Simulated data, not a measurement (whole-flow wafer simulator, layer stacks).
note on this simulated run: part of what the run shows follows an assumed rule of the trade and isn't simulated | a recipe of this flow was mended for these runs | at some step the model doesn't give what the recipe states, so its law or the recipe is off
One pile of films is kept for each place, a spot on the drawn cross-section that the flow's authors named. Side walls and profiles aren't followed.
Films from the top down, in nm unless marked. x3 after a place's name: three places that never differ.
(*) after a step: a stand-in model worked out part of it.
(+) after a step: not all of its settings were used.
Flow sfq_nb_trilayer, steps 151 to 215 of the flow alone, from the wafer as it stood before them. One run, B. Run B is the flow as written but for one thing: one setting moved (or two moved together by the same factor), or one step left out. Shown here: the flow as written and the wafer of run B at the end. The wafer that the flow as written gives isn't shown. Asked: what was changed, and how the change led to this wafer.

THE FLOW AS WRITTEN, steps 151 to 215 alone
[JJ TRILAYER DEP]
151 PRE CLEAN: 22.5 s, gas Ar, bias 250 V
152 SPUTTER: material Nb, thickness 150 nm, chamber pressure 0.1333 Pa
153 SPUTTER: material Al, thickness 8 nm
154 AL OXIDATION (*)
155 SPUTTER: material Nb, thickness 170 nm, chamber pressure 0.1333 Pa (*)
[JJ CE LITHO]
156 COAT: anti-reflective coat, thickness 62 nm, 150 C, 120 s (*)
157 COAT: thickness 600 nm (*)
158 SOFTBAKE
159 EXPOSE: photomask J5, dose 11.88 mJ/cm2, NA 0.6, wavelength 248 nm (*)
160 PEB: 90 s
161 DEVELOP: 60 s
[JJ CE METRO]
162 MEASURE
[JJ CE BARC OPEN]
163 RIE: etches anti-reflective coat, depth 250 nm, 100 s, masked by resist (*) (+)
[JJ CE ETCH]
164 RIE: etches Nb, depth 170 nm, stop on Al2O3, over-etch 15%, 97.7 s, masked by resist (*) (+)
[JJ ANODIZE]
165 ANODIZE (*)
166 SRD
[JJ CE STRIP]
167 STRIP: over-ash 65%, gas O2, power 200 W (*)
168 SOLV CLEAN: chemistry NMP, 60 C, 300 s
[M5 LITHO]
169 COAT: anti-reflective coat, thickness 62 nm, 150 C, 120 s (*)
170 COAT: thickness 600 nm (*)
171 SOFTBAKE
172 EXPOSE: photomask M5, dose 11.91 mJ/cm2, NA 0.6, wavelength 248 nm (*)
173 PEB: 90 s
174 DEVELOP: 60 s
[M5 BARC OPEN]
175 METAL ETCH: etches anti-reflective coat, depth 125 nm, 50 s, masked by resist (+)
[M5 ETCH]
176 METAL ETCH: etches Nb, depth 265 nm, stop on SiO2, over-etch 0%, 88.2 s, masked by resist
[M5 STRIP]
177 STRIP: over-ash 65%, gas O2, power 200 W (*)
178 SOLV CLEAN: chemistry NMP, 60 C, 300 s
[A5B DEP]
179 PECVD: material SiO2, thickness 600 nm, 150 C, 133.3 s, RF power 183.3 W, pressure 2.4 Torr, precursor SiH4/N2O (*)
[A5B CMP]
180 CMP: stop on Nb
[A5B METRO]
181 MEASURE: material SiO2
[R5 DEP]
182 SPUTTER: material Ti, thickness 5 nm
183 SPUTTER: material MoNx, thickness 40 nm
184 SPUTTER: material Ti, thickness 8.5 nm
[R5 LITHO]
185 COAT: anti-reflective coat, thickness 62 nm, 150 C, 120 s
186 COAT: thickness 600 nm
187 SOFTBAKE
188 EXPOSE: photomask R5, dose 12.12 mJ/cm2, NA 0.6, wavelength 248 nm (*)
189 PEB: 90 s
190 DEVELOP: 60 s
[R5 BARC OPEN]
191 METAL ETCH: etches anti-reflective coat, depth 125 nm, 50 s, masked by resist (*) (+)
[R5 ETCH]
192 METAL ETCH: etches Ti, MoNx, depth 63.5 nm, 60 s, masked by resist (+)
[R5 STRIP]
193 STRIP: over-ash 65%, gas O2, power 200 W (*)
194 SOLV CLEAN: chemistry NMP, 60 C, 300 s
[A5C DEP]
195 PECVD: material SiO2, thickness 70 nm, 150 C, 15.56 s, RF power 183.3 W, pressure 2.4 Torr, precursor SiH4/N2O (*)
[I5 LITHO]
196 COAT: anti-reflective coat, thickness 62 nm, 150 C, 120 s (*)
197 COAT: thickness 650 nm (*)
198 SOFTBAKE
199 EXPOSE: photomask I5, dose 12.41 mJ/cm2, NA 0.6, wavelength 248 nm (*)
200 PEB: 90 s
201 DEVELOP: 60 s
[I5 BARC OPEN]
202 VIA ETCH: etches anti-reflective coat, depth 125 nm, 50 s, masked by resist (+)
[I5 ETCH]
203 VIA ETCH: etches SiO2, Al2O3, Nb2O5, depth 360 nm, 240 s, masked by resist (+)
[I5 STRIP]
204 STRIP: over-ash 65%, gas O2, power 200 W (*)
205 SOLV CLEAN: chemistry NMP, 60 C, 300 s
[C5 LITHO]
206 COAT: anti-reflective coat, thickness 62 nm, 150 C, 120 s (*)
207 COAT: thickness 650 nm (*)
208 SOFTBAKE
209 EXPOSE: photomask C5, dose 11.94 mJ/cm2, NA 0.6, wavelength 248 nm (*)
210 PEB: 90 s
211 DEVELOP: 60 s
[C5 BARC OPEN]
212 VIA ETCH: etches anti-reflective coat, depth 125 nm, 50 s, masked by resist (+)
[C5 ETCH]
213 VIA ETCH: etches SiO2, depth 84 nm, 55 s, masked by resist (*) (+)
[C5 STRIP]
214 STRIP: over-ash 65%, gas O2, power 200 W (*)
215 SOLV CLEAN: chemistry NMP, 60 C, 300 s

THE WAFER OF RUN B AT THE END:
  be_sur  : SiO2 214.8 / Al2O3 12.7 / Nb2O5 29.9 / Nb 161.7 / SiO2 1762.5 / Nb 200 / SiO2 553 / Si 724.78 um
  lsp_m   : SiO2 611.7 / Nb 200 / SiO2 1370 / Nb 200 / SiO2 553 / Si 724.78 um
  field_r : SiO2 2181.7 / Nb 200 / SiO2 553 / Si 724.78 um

The cause: step 152, SPUTTER: thickness 172.5 nm was run, where the flow has thickness 150 nm.

How the change led to this, step by step:
  152 SPUTTER: material Nb, thickness 150 nm, chamber pressure 0.1333 Pa
      field_l, v_sur, via_sp and 100 more: Nb +172.5 (new film) (as written it would be: Nb +150 (new film))
      via_wl, via_w, via_wr: Nb +149.5 (as written it would be: Nb +129.8)
  156 COAT: anti-reflective coat, thickness 62 nm, 150 C, 120 s (*)
      via_wl, via_wr: anti-reflective coat +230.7 (new film) (as written it would be: anti-reflective coat +224.3 (new film))
      via_w: anti-reflective coat +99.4 (new film) (as written it would be: anti-reflective coat +97.3 (new film))
  163 RIE: etches anti-reflective coat, depth 250 nm, 100 s, masked by resist (*) (+)
      via_wl, via_wr: anti-reflective coat -230.7 (all of it) (as written it would be: anti-reflective coat -224.3 (all of it))
      via_w: anti-reflective coat -99.4 (all of it) (as written it would be: anti-reflective coat -97.3 (all of it))
  176 METAL ETCH: etches Nb, depth 265 nm, stop on SiO2, over-etch 0%, 88.2 s, masked by resist
      field_l, res, r_end and 47 more: Al2O3 -12.6 (all of it), Nb2O5 -29.9 (all of it), Nb -161.7 (all of it), SiO2 -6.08 (as written it would be: Al2O3 -12.6 (all of it), Nb2O5 -29.9 (all of it), Nb -139.2 (all of it), SiO2 -8.33)
      r_sur, wl_a_sl, wl_a_m6: Al2O3 -12.5 (all of it), Nb2O5 -29.9 (all of it), Nb -161.7 (all of it), SiO2 -6.08 (as written it would be: Al2O3 -12.5 (all of it), Nb2O5 -29.9 (all of it), Nb -139.2 (all of it), SiO2 -8.33)
  180 CMP: stop on Nb
      field_l, p4_fl x5, p4_w1 x9 and 27 more: SiO2 -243 (as written it would be: SiO2 -263.3)
      r_sur, res, r_end, moat, field_r, lsp_l: SiO2 -235.4 (as written it would be: SiO2 -256.4)
      (and at 5 more places)
